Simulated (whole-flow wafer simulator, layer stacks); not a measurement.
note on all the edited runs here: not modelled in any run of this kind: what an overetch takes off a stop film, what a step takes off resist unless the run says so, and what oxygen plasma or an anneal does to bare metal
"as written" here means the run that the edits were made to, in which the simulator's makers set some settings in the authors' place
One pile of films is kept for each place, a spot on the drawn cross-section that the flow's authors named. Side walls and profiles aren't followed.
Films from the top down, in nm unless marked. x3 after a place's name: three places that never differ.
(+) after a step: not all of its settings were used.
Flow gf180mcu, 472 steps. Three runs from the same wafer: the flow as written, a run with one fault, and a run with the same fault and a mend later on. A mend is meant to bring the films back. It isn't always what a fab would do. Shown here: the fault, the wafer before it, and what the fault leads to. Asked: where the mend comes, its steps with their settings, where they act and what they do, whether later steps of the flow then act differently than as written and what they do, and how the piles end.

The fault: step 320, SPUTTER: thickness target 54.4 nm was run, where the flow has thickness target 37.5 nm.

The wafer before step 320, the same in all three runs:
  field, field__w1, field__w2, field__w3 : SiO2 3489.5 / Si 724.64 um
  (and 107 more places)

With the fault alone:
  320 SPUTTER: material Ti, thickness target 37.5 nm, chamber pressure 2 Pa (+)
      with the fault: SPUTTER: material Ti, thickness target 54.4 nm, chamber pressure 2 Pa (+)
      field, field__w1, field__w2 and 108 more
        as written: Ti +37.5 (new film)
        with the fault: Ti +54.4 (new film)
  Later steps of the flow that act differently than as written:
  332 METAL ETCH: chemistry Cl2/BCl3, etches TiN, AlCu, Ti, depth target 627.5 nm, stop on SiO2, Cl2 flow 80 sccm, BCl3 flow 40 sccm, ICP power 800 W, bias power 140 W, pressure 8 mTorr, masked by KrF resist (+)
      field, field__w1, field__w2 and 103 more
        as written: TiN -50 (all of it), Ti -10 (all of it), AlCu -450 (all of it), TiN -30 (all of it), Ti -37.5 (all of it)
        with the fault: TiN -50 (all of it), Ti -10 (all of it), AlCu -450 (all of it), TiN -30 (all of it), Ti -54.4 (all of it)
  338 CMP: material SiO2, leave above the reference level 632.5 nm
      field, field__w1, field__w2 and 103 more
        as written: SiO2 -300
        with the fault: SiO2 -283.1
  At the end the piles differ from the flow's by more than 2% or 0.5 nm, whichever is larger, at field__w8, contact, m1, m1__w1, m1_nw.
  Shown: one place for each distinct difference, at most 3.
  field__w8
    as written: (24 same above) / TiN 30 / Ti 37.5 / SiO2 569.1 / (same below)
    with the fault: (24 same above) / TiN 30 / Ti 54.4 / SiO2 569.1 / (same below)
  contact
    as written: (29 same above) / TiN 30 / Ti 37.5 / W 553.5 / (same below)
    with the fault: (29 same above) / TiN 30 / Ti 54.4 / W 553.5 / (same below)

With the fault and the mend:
  The mend comes after step 320.
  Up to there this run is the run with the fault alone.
  320a METAL ETCH: chemistry Cl2/BCl3, etches TiN, AlCu, Ti, depth target 16.9 nm, Cl2 flow 80 sccm, BCl3 flow 40 sccm, ICP power 800 W, bias power 140 W, pressure 8 mTorr (the flow's step 260 once more, with other settings)
      field, field__w1, field__w2 and 108 more
        Ti -16.9
  No later step of the flow acts differently than as written at any place that is followed.
  At the end the piles are the same as the flow's at every place that both follow.
